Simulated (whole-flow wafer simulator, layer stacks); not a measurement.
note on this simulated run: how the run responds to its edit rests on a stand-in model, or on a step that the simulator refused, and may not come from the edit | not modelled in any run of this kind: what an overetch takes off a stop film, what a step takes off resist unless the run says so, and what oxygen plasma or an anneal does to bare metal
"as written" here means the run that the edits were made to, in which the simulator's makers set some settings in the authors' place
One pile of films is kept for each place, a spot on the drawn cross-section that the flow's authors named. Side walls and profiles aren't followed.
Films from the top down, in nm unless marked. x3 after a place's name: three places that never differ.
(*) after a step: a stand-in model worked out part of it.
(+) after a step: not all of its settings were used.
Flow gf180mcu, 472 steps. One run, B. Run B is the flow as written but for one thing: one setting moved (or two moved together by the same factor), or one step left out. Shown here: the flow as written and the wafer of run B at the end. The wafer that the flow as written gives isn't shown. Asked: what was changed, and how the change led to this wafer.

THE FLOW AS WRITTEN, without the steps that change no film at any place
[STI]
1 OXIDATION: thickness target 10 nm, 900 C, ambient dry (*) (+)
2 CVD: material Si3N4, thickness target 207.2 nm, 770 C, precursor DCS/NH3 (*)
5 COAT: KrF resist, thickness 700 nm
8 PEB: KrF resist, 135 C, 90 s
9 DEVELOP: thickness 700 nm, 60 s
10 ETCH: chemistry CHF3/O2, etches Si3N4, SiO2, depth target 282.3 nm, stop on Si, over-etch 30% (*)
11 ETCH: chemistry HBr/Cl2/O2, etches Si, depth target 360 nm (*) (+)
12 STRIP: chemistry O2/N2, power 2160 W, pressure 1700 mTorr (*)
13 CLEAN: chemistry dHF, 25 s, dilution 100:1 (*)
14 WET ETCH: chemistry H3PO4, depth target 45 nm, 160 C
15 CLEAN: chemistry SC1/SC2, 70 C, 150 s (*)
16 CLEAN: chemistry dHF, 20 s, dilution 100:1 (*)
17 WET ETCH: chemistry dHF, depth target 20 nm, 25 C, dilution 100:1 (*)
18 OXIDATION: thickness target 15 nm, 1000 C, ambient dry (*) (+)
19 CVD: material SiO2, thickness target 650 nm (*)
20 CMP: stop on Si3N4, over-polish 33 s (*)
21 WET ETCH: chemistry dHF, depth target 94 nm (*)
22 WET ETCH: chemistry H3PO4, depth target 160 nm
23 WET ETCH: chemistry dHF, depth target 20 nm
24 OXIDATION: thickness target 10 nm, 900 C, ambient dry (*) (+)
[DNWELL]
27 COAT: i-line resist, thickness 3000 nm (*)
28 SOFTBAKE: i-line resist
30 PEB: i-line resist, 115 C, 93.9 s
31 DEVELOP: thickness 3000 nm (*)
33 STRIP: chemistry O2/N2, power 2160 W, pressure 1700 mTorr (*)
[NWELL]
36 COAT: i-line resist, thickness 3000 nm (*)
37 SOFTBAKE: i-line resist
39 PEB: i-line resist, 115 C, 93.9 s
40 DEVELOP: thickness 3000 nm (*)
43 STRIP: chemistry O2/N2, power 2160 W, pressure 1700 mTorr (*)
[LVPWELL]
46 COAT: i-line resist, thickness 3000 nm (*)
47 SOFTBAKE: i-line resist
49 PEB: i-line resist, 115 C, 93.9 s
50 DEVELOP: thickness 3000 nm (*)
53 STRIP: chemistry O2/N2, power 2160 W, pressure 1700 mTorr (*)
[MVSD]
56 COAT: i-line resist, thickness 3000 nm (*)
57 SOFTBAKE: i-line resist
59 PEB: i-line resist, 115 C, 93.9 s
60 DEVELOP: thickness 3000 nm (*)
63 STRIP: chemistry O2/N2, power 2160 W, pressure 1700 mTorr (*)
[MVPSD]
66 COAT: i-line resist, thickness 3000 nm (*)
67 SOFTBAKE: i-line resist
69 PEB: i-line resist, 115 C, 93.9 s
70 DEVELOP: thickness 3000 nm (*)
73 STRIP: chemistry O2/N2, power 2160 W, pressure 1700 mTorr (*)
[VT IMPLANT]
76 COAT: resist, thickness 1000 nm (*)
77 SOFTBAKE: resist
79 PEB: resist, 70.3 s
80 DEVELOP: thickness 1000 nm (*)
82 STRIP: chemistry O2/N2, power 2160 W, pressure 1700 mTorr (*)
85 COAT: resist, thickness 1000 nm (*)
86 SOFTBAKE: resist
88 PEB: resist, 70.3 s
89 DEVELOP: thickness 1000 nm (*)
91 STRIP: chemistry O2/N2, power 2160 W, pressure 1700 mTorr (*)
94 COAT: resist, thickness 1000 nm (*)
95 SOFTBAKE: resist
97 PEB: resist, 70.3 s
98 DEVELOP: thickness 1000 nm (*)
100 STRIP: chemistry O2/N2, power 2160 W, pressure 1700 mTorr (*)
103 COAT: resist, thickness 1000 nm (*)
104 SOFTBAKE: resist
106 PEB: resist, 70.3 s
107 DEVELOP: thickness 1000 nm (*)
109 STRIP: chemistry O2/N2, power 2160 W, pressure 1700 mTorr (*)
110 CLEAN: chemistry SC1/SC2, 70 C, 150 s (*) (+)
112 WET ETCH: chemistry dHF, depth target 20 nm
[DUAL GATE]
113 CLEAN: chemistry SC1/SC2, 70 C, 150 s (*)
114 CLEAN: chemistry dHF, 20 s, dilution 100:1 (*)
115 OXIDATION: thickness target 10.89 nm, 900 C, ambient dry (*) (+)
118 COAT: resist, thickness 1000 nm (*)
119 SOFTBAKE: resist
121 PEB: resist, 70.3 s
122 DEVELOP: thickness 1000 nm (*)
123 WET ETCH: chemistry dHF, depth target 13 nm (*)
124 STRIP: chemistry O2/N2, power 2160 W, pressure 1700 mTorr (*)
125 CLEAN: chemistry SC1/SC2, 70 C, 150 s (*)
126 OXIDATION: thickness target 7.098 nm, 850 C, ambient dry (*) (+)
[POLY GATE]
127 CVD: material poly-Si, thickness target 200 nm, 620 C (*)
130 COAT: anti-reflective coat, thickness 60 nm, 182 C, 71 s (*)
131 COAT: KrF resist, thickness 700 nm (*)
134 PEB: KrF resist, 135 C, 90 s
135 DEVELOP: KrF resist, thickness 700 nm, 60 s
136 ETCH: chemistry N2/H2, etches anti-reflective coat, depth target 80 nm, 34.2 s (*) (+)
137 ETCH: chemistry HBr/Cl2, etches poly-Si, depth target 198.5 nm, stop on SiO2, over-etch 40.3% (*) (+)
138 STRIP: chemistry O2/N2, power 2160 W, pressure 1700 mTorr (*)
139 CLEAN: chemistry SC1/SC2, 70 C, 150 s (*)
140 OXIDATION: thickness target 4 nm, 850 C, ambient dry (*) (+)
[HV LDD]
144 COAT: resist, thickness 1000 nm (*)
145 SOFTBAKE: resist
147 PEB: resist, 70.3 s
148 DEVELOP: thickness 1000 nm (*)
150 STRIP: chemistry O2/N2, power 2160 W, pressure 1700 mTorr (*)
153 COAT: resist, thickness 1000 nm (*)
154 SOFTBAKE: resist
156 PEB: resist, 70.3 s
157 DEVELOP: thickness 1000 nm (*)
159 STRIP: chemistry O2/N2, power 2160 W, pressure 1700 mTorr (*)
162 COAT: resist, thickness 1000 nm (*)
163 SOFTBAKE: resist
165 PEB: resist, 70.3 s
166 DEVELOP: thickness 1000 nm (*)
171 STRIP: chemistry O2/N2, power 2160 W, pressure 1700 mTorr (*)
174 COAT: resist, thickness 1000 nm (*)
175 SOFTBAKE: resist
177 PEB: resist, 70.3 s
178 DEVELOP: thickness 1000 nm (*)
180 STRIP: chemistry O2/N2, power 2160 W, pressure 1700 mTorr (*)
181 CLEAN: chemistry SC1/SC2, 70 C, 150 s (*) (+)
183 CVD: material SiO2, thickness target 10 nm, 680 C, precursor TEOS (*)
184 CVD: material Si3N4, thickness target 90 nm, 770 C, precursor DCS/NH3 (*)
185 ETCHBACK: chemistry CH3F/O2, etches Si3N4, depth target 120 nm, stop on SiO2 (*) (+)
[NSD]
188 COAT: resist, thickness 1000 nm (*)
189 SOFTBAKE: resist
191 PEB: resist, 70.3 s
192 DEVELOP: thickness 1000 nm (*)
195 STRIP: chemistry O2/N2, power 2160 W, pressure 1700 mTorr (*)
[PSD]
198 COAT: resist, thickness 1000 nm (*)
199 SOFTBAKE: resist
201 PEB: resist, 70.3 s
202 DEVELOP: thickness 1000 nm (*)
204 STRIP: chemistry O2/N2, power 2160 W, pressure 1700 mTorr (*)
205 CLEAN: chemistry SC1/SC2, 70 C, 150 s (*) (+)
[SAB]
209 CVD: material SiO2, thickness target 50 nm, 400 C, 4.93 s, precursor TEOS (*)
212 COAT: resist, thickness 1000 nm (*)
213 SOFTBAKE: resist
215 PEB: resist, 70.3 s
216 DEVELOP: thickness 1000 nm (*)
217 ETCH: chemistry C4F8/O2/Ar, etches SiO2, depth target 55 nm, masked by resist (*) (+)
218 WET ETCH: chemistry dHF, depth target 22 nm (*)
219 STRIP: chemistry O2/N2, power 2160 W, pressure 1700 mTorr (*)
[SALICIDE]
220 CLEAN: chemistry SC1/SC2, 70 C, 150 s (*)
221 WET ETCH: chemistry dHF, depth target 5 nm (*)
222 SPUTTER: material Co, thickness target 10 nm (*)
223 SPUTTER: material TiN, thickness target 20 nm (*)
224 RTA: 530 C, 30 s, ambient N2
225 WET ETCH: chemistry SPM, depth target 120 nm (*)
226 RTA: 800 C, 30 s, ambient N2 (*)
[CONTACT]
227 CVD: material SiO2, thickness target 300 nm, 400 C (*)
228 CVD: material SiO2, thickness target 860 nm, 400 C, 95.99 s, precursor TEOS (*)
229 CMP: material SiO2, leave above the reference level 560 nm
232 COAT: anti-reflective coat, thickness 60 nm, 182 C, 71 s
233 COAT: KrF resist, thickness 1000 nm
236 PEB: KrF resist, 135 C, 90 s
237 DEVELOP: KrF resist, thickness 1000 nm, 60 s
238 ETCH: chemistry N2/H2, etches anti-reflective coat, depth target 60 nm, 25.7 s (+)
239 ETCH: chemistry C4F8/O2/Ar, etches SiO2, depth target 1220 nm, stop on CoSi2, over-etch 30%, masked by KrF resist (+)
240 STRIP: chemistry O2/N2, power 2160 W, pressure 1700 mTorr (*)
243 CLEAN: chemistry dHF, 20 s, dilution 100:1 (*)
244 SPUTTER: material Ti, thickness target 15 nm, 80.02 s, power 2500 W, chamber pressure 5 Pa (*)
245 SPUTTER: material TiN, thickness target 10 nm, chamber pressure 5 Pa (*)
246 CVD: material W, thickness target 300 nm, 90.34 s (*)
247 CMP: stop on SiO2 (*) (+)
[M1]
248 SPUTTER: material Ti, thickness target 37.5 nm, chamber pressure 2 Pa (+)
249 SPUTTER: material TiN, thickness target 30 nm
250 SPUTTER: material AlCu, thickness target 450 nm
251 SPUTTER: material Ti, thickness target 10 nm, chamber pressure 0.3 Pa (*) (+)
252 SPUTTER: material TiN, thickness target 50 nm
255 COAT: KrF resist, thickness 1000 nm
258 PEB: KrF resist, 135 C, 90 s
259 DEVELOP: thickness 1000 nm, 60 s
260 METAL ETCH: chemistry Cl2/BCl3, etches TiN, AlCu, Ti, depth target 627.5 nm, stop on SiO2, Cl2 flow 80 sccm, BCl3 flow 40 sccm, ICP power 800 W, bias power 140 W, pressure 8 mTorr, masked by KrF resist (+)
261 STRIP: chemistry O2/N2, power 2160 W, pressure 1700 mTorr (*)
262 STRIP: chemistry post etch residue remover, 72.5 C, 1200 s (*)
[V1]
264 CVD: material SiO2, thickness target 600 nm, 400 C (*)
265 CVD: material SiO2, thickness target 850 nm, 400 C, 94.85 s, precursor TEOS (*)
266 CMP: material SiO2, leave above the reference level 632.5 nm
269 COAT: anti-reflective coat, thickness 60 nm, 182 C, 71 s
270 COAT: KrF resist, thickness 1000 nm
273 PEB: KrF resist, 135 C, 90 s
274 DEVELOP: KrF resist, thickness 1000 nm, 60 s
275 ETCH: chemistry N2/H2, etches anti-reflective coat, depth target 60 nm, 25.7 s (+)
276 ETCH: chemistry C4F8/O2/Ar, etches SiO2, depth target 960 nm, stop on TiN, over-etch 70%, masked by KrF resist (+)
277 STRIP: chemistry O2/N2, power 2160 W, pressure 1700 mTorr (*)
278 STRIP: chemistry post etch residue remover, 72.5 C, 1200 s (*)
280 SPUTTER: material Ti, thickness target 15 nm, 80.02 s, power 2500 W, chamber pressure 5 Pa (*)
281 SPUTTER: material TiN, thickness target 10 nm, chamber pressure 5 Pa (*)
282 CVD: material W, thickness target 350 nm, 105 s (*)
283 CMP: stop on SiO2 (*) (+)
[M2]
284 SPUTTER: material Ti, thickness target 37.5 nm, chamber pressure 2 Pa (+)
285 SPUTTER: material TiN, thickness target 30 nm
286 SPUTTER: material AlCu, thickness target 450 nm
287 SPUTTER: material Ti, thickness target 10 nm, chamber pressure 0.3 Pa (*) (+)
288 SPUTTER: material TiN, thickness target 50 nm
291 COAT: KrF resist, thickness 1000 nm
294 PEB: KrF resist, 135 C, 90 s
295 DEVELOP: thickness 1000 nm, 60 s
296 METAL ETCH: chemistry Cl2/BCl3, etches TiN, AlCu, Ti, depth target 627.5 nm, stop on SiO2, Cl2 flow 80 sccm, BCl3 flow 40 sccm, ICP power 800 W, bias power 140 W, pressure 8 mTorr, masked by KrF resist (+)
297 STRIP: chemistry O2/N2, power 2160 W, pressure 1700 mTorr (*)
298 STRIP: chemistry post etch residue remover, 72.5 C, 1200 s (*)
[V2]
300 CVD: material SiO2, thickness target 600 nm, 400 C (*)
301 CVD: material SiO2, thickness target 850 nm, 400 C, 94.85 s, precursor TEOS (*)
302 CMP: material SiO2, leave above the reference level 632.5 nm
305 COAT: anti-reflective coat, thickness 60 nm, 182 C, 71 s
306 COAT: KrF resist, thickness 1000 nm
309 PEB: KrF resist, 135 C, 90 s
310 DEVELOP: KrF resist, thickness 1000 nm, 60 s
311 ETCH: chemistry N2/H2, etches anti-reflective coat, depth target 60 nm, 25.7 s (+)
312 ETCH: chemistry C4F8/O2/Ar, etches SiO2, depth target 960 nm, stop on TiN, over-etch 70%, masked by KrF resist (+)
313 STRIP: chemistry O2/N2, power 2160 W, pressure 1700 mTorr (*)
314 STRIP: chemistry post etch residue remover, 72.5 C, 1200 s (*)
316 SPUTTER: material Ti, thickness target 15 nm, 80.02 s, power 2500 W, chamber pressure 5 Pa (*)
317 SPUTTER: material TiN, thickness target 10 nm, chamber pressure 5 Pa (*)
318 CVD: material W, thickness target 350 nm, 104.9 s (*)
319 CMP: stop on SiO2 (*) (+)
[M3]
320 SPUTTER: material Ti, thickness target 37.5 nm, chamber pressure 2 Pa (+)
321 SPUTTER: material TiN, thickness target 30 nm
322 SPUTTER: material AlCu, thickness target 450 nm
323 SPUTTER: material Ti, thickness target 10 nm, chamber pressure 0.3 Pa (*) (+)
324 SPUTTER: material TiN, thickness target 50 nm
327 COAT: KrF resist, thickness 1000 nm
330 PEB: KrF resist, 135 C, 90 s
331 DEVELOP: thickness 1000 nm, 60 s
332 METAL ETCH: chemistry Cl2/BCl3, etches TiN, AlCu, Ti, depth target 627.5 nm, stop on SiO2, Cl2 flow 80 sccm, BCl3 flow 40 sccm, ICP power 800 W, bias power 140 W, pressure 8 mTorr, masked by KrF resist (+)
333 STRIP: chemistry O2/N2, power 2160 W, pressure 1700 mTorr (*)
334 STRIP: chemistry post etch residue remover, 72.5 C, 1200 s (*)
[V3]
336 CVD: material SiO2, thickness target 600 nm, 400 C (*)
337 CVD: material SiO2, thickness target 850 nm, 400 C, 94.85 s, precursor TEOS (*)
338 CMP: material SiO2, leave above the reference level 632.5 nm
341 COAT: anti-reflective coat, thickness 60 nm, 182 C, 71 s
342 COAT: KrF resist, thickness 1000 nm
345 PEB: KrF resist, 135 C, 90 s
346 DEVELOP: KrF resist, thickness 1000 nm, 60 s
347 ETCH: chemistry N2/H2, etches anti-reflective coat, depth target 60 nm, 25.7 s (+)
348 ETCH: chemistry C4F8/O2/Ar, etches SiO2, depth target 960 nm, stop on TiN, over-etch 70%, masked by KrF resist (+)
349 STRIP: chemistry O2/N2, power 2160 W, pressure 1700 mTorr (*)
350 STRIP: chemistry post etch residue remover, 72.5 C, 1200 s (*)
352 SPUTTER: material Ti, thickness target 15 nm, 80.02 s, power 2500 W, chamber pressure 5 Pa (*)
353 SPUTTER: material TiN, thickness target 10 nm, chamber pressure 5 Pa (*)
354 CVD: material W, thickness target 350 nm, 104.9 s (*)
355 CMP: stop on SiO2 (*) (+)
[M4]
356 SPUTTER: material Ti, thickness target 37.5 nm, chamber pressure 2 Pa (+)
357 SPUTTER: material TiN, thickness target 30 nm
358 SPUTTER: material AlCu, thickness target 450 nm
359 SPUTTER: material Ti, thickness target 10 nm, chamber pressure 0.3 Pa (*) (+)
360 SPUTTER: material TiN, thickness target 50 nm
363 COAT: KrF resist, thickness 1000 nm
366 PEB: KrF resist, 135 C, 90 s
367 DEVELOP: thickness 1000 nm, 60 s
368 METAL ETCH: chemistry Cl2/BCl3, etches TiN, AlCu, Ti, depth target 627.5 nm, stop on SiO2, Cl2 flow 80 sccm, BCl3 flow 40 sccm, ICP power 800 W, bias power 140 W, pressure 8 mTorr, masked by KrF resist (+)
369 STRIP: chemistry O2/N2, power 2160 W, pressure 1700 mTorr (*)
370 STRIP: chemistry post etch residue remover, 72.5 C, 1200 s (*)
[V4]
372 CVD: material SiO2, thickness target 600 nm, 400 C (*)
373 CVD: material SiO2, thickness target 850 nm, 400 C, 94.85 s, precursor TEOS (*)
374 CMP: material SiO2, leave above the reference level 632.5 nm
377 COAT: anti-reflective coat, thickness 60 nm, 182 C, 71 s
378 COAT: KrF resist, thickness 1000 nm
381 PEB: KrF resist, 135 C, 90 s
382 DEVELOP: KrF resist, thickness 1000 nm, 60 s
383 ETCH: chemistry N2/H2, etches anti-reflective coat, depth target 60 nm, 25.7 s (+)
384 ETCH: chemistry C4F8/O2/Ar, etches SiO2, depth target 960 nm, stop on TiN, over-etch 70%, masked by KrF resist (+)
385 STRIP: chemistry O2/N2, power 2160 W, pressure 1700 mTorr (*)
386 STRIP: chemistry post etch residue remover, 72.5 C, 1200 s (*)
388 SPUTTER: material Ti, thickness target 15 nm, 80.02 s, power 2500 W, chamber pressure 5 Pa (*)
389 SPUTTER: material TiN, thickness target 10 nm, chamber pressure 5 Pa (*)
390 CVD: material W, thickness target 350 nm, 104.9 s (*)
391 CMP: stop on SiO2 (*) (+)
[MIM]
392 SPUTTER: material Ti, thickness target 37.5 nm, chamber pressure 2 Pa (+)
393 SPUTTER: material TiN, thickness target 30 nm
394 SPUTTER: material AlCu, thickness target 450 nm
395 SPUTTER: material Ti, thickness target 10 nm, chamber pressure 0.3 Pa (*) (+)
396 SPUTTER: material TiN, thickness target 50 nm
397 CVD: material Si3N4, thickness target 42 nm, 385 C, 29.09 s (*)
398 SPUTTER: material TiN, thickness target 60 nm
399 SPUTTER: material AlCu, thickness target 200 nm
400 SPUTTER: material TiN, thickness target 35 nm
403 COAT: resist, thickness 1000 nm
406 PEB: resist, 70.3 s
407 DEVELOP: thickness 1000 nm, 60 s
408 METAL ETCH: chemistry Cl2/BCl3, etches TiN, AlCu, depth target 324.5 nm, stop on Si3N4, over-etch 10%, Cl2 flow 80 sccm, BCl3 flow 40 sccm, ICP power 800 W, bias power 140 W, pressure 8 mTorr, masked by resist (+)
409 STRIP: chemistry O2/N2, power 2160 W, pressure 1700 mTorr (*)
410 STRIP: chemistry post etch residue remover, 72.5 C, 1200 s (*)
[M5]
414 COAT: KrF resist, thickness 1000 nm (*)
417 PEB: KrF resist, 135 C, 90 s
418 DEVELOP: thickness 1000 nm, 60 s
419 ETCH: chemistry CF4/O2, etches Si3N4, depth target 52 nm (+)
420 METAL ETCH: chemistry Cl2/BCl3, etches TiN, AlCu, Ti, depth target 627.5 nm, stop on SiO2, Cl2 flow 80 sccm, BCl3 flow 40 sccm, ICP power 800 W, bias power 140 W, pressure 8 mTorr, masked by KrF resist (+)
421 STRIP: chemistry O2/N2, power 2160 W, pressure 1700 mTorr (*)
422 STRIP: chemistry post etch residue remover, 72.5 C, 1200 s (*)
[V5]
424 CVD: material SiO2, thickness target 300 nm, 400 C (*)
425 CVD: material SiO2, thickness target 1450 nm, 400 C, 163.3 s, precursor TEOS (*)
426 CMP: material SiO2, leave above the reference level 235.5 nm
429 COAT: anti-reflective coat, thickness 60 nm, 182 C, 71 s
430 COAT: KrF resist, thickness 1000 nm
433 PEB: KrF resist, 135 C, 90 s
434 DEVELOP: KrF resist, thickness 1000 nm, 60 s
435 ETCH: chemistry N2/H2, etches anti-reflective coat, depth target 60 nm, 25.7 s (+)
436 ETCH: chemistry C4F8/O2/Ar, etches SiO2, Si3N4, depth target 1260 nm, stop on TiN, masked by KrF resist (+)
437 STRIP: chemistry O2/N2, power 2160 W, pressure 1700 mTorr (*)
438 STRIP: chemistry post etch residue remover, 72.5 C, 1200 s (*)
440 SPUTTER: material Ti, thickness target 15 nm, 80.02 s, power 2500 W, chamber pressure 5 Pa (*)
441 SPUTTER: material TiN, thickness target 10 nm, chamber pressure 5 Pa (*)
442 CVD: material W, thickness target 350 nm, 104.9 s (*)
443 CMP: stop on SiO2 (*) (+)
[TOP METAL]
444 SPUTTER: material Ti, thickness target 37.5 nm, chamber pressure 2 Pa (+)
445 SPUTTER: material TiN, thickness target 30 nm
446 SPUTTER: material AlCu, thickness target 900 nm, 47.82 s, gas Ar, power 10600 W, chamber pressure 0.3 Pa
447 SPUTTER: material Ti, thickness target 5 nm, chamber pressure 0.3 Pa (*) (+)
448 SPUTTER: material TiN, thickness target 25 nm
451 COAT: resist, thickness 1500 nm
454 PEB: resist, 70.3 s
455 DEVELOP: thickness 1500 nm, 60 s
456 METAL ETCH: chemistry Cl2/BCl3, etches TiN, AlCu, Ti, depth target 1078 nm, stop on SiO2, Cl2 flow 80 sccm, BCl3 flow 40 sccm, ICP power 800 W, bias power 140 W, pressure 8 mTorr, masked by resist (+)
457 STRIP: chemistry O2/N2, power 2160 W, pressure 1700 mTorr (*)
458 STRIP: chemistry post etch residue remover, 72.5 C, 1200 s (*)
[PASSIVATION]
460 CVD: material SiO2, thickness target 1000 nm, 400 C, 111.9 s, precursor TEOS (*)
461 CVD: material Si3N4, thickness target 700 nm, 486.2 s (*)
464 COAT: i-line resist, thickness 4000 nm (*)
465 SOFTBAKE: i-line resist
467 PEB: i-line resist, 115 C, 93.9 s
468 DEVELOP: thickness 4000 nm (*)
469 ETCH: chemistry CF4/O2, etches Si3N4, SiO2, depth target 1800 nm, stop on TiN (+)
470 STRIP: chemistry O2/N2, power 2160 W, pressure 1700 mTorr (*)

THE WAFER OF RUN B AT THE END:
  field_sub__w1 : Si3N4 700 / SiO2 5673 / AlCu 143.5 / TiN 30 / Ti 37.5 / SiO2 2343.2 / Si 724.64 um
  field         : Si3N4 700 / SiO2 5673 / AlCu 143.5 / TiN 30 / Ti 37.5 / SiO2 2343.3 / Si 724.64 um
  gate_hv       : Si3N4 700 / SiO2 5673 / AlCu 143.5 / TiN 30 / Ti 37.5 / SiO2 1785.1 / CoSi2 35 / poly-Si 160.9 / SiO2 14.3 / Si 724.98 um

The cause: step 296, METAL ETCH: depth target 360.8 nm was run, where the flow has depth target 627.5 nm.

How the change led to this, step by step:
  296 METAL ETCH: chemistry Cl2/BCl3, etches TiN, AlCu, Ti, depth target 627.5 nm, stop on SiO2, Cl2 flow 80 sccm, BCl3 flow 40 sccm, ICP power 800 W, bias power 140 W, pressure 8 mTorr, masked by KrF resist (+)
      field, field__w1, field__w2 and 103 more: TiN -50 (all of it), Ti -10 (all of it), AlCu -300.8 (as written it would be: TiN -50 (all of it), Ti -10 (all of it), AlCu -450 (all of it), TiN -30 (all of it), Ti -37.5 (all of it))
      field__w8, contact, m1, m1__w1, m1_nw: KrF resist -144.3 (as written it would be: KrF resist -251)
  297 STRIP: chemistry O2/N2, power 2160 W, pressure 1700 mTorr (*)
      field__w8, contact, m1, m1__w1, m1_nw: KrF resist -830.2 (all of it) (as written it would be: KrF resist -723.5 (all of it))
  298 STRIP: chemistry post etch residue remover, 72.5 C, 1200 s (*)
      field, field__w1, field__w2 and 103 more: AlCu -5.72 (as written it would be: nothing)
  300 CVD: material SiO2, thickness target 600 nm, 400 C (*)
      field, field__w1, field__w2 and 103 more: SiO2 +600 (new film) (as written it would be: SiO2 +600)
  302 CMP: material SiO2, leave above the reference level 632.5 nm
      field, field__w1, field__w2 and 103 more: SiO2 -511 (as written it would be: SiO2 -300)
Counting metal films that touch as one body, field_sub__w1 has 1 body; the flow as written gives 0 bodies.
Counting metal films that touch as one body, field has 1 body; the flow as written gives 0 bodies.
Counting metal films that touch as one body, gate_hv has 2 bodies (between them, from the top down: SiO2 1785.1); the flow as written gives 1 body.
